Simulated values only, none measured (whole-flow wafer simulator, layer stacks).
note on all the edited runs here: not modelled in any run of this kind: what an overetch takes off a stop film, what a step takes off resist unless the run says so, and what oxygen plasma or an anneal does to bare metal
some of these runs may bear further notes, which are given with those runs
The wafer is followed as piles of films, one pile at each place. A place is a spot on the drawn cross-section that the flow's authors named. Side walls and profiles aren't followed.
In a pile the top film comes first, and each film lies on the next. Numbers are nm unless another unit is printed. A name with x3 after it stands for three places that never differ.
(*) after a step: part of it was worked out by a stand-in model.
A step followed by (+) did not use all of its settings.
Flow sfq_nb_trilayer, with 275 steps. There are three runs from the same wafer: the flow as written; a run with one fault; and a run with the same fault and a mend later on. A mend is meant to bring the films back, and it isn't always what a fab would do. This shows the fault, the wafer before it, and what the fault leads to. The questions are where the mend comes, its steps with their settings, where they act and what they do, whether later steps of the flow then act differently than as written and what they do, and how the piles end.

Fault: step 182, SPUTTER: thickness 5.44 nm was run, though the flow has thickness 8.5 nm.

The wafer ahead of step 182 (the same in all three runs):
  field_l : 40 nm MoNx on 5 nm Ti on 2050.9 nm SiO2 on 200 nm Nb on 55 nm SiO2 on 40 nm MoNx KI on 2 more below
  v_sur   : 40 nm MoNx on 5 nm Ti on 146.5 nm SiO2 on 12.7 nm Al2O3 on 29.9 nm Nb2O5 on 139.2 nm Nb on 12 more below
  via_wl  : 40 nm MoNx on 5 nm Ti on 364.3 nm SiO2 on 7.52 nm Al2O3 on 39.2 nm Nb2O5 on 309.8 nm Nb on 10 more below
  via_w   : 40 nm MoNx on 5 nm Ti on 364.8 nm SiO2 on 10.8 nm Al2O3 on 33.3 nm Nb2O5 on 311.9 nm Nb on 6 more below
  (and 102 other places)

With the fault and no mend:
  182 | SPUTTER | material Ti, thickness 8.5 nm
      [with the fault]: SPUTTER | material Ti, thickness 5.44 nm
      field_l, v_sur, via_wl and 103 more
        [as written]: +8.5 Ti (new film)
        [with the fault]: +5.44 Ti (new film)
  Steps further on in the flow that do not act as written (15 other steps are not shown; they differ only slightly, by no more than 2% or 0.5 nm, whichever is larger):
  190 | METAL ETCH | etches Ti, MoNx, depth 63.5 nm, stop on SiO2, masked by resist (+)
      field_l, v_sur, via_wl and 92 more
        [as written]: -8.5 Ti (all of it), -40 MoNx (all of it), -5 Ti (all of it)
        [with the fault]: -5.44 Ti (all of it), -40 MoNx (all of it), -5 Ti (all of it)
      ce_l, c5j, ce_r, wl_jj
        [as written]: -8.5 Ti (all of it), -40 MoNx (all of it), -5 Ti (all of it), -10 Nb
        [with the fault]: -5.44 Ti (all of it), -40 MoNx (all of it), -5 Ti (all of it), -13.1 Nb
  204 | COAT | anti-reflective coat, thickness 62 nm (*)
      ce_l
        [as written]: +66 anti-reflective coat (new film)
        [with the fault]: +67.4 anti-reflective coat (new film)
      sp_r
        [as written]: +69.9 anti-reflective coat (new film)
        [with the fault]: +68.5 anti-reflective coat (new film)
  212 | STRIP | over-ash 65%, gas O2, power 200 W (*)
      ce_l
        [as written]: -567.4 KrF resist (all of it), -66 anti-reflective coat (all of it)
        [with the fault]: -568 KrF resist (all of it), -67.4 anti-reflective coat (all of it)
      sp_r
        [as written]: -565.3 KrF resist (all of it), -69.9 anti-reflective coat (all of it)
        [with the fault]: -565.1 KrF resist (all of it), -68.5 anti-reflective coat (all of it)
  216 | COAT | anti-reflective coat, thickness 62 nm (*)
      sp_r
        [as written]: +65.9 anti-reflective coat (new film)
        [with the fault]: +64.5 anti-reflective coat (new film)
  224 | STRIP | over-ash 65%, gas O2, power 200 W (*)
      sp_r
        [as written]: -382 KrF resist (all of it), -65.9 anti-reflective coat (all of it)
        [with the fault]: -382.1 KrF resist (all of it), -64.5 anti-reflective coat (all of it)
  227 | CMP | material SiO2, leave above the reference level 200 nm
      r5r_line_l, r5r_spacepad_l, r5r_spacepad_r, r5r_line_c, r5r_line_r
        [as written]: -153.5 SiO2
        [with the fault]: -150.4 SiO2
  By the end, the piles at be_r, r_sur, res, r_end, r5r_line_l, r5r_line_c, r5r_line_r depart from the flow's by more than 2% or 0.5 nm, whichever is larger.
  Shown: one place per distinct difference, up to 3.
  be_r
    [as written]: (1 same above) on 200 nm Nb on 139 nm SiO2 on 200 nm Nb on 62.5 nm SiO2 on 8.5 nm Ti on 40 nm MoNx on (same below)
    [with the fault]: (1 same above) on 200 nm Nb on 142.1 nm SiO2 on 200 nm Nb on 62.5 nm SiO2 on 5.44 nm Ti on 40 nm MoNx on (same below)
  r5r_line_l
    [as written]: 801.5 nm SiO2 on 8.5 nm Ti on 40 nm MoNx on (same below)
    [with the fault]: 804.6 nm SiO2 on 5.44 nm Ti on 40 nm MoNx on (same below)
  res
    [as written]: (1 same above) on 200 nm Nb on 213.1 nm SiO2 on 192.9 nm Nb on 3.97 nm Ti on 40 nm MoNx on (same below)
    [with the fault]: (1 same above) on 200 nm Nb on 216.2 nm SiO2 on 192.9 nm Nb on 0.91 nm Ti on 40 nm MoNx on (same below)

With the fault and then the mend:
  The mend stands after step 188.
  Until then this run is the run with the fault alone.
  188a | STRIP | over-ash 65%, gas O2, power 200 W (*)
      field_l, v_sur, via_wl and 96 more
        -62 anti-reflective coat (all of it)
      be_r, r_sur, res, r_end, r5r_line_l, r5r_line_c, r5r_line_r
        -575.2 KrF resist (all of it), -62 anti-reflective coat (all of it)
  188b | SPUTTER | material Ti, thickness 3.06 nm (the flow's step 182, run once more with other settings)
      field_l, v_sur, via_wl and 103 more
        +3.06 Ti
  188c | COAT | anti-reflective coat, thickness 62 nm (the flow's step 183, run once more)
      field_l, v_sur, via_wl and 103 more
        +62 anti-reflective coat (new film)
  188d | COAT | KrF resist, thickness 600 nm (the flow's step 184, run once more)
      field_l, v_sur, via_wl and 103 more
        +600 KrF resist (new film)
  188e | SOFTBAKE | KrF resist (the flow's step 185, run once more)
      leaves every film unchanged at each place that is followed
  188f | EXPOSE | photomask R5, dose 12.12 mJ/cm2, NA 0.6, wavelength 248 nm (*) (the flow's step 186, run once more)
      leaves every film unchanged at each place that is followed
  188g | PEB | KrF resist, 90 s (the flow's step 187, run once more)
      field_l, v_sur, via_wl and 103 more
        -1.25 KrF resist
  188h | DEVELOP | KrF resist, thickness 600 nm, 60 s (the flow's step 188, run once more)
      field_l, v_sur, via_wl and 96 more
        -598.7 KrF resist (all of it)
      be_r, r_sur, res, r_end, r5r_line_l, r5r_line_c, r5r_line_r
        -23.5 KrF resist
  Later steps of the flow that are run all act as written at every place that is followed.
  At every place that both follow, the piles at the end match the flow's.
